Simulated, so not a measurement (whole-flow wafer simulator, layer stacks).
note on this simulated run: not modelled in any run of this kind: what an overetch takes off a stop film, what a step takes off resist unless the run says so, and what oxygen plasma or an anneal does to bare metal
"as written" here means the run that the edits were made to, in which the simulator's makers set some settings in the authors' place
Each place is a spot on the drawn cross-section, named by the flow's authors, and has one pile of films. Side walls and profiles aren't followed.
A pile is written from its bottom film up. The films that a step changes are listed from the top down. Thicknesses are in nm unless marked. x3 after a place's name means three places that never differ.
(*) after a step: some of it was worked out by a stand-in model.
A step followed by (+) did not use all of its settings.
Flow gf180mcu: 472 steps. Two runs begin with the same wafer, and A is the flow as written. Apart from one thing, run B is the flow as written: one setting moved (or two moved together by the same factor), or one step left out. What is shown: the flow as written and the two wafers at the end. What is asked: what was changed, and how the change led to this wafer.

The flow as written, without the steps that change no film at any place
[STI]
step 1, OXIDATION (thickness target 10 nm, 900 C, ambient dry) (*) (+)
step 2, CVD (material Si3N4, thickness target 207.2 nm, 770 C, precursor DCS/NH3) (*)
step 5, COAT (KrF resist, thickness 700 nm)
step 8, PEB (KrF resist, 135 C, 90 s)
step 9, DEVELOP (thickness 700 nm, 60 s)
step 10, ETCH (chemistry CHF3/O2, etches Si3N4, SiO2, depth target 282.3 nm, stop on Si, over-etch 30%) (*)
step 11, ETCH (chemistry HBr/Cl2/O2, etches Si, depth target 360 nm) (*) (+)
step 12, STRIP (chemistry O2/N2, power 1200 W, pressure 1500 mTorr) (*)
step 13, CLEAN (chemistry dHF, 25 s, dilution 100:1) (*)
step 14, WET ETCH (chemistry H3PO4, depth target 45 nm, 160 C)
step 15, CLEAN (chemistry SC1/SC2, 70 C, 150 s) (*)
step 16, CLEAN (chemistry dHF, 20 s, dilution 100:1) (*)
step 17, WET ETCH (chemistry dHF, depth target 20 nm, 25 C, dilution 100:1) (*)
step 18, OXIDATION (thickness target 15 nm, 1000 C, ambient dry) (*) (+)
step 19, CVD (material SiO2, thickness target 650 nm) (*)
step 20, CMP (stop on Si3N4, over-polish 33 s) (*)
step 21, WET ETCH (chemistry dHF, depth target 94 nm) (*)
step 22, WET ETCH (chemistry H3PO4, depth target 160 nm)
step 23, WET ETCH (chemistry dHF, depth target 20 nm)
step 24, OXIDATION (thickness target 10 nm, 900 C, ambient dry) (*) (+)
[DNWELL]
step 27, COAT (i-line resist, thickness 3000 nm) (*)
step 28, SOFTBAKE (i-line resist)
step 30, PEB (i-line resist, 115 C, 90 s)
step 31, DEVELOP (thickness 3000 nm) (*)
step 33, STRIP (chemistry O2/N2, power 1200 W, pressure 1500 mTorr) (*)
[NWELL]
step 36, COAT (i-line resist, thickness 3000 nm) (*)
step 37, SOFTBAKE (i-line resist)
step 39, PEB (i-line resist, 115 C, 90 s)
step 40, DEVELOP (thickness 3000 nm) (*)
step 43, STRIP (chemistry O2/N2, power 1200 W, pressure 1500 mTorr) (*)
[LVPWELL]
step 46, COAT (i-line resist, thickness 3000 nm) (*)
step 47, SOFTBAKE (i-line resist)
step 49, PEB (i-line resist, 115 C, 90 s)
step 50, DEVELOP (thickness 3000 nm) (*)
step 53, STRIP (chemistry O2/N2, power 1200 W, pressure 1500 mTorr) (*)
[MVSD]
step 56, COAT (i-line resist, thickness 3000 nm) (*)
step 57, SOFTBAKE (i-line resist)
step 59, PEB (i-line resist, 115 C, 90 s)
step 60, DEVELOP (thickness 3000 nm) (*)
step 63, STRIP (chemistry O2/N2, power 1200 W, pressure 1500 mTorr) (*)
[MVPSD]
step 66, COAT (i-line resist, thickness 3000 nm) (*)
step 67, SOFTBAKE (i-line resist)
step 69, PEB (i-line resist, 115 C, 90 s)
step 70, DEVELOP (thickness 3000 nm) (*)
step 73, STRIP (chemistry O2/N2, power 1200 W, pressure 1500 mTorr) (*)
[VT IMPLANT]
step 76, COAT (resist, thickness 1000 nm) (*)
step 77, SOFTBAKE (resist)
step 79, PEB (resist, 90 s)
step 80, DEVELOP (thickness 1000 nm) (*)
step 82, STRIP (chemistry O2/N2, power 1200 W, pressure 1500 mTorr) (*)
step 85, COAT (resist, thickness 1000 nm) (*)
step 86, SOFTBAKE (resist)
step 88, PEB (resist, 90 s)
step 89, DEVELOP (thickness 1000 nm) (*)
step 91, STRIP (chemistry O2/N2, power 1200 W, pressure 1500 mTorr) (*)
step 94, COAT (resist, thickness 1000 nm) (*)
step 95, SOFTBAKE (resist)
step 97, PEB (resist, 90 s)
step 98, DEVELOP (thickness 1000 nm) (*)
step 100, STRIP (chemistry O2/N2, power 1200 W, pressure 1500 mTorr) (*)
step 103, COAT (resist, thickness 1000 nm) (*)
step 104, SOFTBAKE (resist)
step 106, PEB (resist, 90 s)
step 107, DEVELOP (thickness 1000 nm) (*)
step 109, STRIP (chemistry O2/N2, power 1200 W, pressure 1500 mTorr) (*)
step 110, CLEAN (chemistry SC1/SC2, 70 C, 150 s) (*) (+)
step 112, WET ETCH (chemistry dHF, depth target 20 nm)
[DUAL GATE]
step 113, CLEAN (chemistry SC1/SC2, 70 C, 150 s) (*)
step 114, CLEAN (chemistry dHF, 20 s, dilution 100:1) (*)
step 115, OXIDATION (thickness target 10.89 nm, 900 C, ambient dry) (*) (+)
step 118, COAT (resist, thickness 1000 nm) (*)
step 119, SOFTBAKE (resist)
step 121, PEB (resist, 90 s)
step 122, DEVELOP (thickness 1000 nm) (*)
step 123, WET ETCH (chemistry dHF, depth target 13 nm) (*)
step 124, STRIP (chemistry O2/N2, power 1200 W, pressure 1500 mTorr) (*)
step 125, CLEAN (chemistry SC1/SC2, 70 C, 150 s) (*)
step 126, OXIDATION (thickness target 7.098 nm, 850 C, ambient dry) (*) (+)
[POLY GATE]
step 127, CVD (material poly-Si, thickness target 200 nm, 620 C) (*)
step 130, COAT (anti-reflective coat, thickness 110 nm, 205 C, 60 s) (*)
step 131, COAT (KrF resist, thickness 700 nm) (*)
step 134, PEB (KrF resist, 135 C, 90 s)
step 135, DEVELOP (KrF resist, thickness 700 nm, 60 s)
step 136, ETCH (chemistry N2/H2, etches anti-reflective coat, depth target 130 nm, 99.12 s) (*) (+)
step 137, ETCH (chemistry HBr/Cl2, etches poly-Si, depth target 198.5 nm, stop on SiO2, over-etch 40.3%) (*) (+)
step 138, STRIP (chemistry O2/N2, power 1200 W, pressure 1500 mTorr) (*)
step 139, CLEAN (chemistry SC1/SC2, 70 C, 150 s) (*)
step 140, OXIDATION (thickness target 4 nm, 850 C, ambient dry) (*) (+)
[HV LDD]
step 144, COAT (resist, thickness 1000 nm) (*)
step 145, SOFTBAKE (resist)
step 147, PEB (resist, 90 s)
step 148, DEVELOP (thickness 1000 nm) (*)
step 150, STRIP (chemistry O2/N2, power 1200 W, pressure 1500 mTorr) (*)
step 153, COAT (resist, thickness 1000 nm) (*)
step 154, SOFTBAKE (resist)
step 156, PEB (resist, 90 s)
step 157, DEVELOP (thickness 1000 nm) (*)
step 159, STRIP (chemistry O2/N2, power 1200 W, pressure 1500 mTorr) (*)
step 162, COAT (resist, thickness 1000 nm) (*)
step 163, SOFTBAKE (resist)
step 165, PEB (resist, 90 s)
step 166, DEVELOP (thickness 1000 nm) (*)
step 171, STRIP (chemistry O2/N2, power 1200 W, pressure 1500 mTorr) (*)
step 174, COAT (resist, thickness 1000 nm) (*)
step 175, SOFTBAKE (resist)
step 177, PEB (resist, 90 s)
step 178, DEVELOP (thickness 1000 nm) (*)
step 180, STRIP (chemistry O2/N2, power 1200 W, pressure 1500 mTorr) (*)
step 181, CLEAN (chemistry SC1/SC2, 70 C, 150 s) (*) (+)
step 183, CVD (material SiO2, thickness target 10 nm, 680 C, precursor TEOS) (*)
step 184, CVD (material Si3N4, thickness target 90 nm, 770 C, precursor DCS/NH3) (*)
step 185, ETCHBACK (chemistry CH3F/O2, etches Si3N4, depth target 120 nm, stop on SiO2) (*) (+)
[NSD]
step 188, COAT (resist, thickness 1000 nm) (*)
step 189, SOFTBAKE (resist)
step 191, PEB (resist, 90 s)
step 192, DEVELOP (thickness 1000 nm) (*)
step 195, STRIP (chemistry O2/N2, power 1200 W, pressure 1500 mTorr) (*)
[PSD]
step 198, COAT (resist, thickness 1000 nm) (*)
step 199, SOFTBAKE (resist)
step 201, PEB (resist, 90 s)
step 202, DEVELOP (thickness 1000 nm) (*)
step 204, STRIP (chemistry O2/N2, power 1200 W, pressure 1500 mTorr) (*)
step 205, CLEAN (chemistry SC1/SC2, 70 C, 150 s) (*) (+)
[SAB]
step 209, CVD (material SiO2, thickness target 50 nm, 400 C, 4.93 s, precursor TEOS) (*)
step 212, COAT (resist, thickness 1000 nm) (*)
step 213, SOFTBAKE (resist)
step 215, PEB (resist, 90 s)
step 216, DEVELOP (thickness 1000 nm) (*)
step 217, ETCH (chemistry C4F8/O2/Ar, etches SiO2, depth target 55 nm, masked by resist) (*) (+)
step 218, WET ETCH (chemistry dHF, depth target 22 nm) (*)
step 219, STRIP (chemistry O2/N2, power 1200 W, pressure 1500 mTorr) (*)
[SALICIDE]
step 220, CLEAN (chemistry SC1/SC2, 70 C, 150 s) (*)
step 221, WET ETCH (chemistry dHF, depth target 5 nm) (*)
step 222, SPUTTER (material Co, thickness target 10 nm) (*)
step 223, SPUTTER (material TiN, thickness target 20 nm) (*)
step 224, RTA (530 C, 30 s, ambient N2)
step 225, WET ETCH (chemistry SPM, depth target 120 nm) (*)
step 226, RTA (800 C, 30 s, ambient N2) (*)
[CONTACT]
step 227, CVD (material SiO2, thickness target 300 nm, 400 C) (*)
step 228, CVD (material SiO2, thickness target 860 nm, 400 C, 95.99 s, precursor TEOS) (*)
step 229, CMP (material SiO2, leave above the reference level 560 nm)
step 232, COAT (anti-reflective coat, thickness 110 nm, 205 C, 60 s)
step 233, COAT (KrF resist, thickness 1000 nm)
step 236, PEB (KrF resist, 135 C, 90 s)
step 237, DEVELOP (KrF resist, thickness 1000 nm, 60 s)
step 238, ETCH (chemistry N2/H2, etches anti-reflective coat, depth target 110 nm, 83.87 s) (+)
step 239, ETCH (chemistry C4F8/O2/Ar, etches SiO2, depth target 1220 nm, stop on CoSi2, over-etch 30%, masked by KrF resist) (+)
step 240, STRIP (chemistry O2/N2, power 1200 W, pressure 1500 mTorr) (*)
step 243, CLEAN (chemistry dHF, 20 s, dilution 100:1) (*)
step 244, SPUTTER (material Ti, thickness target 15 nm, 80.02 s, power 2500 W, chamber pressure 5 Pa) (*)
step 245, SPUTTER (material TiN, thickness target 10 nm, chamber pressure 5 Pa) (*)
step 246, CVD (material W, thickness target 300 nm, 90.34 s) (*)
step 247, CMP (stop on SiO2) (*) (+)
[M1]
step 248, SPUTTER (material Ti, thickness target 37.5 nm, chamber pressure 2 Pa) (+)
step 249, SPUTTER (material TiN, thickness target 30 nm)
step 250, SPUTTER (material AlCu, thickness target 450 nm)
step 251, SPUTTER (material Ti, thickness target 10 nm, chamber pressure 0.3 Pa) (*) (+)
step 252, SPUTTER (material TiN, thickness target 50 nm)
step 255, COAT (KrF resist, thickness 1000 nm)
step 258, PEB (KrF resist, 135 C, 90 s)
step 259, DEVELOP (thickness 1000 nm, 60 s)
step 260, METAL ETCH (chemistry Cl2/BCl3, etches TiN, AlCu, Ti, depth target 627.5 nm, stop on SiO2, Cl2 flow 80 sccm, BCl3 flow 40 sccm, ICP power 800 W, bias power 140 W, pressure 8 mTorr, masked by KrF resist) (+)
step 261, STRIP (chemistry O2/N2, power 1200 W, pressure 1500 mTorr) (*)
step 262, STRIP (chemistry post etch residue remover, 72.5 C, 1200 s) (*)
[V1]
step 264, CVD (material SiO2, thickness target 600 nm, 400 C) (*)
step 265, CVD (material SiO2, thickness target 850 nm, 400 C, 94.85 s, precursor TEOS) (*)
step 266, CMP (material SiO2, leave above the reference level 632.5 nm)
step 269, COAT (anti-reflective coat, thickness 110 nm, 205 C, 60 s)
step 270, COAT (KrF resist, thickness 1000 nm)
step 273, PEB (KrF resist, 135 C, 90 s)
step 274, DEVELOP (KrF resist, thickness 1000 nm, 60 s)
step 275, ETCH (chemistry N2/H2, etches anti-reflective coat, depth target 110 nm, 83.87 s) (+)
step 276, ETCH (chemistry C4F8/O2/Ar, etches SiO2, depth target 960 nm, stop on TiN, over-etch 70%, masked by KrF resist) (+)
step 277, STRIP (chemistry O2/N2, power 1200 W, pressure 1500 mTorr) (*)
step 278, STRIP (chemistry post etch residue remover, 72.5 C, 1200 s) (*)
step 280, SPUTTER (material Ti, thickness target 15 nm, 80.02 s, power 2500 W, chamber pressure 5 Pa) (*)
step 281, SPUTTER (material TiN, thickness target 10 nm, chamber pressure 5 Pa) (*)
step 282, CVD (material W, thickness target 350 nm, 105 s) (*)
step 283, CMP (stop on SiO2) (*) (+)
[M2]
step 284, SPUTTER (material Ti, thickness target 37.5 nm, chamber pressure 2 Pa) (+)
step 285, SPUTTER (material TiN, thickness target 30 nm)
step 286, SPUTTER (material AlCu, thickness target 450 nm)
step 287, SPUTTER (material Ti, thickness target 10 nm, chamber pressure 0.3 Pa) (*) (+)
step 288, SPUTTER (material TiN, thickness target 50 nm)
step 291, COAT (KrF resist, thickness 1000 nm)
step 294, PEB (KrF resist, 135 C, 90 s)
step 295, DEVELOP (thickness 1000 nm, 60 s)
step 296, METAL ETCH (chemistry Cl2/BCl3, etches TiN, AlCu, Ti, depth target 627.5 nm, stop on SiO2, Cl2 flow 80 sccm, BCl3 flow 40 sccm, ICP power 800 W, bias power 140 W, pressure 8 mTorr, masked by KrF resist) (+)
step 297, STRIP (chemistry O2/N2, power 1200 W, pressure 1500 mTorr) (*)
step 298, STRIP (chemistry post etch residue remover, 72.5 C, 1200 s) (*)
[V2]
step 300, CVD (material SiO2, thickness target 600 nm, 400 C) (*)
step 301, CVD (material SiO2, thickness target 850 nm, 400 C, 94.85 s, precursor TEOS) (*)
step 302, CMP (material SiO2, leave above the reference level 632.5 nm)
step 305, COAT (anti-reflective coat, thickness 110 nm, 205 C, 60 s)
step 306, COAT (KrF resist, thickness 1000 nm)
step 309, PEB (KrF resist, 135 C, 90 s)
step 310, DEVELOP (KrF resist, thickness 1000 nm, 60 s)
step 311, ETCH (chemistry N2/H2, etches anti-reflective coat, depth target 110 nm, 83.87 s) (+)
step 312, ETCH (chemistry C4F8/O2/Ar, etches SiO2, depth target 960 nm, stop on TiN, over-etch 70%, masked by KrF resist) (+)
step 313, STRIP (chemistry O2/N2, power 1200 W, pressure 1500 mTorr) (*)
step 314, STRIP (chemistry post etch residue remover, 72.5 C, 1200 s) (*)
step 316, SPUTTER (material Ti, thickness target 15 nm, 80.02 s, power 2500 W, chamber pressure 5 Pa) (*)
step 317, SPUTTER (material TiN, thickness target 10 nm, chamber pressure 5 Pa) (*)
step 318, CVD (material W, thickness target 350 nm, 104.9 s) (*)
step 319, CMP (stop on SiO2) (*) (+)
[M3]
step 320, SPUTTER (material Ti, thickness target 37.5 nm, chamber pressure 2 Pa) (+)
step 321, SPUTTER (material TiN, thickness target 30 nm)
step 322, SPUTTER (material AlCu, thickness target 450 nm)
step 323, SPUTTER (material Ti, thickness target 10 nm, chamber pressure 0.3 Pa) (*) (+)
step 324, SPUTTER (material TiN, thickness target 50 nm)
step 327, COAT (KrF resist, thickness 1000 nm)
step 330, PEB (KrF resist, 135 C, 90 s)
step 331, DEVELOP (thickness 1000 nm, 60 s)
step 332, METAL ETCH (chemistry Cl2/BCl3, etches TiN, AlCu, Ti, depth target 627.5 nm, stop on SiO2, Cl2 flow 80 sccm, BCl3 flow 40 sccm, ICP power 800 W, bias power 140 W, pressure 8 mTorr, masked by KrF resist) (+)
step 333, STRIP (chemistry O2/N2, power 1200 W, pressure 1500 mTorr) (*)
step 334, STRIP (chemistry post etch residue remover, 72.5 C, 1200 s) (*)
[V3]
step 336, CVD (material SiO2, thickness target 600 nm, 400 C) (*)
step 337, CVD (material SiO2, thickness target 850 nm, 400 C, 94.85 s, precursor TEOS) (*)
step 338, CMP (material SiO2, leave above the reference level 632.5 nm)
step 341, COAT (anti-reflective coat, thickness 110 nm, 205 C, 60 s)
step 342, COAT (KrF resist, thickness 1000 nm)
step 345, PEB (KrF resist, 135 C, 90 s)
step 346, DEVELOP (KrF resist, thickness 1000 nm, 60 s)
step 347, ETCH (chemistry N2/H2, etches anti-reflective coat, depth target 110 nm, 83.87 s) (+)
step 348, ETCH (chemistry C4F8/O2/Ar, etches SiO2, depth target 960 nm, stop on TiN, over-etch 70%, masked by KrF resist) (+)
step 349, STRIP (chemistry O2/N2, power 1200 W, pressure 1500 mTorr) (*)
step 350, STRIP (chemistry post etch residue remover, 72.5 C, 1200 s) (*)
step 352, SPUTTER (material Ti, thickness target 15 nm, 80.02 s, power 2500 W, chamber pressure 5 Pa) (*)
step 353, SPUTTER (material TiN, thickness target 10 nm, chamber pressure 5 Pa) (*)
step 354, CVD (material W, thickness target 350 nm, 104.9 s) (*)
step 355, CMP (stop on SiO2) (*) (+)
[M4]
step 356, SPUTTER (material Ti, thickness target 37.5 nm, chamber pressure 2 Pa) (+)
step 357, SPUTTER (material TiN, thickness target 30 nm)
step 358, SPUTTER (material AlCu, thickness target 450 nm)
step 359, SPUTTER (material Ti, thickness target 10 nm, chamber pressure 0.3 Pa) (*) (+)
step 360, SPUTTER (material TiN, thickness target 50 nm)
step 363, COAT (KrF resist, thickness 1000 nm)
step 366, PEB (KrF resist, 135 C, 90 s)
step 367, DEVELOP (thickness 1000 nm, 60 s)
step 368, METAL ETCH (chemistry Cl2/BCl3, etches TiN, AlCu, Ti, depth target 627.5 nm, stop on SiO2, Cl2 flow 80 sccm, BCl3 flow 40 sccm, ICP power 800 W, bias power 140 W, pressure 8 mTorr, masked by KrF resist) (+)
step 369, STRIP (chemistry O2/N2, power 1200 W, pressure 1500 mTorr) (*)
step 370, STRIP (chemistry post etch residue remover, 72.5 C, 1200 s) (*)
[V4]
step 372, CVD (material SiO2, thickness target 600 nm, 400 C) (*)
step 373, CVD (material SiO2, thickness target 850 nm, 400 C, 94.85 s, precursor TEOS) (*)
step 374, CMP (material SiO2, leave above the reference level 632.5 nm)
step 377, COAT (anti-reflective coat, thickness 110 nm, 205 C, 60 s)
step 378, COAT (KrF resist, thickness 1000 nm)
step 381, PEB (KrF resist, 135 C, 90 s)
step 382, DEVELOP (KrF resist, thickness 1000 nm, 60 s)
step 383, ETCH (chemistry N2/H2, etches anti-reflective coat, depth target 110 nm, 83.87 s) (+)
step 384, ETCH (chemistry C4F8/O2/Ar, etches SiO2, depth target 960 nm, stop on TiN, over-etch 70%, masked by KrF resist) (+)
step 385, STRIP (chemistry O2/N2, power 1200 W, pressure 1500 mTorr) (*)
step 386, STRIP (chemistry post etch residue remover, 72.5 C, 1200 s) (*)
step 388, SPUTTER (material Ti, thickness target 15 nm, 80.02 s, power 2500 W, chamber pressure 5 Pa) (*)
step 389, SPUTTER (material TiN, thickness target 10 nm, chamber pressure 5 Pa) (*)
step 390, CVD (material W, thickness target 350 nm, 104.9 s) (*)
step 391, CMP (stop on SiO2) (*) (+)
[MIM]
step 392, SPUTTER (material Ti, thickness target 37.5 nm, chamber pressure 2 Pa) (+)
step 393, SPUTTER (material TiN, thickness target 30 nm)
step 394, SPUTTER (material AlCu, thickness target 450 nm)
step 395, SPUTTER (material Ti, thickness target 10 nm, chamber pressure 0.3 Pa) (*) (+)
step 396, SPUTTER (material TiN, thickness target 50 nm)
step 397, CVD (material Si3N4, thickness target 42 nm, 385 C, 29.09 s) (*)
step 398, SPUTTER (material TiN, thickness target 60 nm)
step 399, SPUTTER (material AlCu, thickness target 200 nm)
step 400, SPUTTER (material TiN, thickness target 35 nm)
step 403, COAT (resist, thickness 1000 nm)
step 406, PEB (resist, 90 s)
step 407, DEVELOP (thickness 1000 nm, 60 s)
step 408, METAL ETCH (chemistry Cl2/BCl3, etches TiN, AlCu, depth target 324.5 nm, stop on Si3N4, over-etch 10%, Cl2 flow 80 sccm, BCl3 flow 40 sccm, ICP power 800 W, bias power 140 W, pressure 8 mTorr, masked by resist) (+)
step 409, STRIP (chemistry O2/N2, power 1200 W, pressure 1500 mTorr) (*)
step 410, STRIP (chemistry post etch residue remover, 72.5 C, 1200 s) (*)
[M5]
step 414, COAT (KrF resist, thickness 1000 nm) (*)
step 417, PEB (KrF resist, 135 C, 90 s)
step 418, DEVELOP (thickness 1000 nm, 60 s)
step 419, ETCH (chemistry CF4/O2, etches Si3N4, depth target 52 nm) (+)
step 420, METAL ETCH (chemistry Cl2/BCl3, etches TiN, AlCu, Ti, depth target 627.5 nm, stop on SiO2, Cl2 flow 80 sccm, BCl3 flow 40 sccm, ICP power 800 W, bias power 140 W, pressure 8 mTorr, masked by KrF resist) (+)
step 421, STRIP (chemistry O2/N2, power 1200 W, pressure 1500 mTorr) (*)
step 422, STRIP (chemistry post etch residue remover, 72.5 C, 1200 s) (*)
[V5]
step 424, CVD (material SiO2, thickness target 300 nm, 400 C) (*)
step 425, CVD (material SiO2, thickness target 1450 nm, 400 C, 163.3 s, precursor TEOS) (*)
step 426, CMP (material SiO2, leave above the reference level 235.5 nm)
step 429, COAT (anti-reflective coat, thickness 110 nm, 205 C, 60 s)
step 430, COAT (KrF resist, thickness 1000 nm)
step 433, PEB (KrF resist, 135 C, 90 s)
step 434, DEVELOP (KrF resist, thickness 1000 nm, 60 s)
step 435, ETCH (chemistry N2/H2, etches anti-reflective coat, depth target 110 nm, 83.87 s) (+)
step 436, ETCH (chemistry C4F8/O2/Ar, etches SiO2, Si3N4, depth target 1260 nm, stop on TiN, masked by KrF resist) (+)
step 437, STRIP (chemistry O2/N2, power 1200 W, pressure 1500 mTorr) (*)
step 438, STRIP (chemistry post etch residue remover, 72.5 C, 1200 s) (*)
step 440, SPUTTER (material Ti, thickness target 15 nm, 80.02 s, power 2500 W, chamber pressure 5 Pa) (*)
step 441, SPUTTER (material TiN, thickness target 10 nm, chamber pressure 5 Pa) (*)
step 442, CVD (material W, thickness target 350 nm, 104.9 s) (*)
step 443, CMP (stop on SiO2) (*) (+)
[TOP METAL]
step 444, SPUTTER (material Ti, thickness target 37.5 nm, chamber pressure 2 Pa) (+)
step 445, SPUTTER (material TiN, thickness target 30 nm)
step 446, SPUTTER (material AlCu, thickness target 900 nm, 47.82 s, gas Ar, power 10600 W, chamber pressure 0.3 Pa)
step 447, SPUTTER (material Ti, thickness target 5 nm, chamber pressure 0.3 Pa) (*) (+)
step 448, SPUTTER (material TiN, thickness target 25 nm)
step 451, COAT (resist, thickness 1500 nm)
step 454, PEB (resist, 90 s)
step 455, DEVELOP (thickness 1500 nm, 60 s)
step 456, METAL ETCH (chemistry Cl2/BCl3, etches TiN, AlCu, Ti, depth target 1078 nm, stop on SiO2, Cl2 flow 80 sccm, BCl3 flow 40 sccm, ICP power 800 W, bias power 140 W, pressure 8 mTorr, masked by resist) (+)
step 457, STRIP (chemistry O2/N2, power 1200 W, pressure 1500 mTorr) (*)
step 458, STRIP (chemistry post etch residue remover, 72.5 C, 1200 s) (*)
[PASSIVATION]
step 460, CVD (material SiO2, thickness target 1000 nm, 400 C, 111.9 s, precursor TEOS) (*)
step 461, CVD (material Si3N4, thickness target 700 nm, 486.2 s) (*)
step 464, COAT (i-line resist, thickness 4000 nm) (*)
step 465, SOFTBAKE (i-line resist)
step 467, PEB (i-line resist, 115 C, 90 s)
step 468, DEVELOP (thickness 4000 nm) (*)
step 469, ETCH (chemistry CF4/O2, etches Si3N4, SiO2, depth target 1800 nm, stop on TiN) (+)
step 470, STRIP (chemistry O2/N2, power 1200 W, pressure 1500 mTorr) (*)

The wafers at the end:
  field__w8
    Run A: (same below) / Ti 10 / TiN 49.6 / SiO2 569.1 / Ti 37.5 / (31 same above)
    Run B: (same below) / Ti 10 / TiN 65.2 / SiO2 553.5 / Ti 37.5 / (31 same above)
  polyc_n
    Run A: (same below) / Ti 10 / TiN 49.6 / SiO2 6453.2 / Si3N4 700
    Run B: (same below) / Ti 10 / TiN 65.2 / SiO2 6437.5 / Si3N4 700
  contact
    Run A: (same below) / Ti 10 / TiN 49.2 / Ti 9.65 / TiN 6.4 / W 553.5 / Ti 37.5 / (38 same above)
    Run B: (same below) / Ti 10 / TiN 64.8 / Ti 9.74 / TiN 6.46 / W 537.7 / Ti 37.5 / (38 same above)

What caused this: step 252, SPUTTER: thickness target 65.62 nm was run, though the flow has thickness target 50 nm.

How this came from the change, step by step:
  step 252, SPUTTER (material TiN, thickness target 50 nm)
      field, field__w1, field__w2 and 108 more: A +50 TiN (new film) | B +65.6 TiN (new film)
  step 260, METAL ETCH (chemistry Cl2/BCl3, etches TiN, AlCu, Ti, depth target 627.5 nm, stop on SiO2, Cl2 flow 80 sccm, BCl3 flow 40 sccm, ICP power 800 W, bias power 140 W, pressure 8 mTorr, masked by KrF resist) (+)
      field, field__w1, field__w2 and 99 more: A -50 TiN (all of it), -10 Ti (all of it), -450 AlCu (all of it), -30 TiN (all of it), -37.5 Ti (all of it) | B -65.6 TiN (all of it), -10 Ti (all of it), -450 AlCu (all of it), -30 TiN (all of it), -37.5 Ti (all of it)
  step 276, ETCH (chemistry C4F8/O2/Ar, etches SiO2, depth target 960 nm, stop on TiN, over-etch 70%, masked by KrF resist) (+)
      contact: A -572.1 SiO2 (all of it) | B -556.5 SiO2 (all of it)
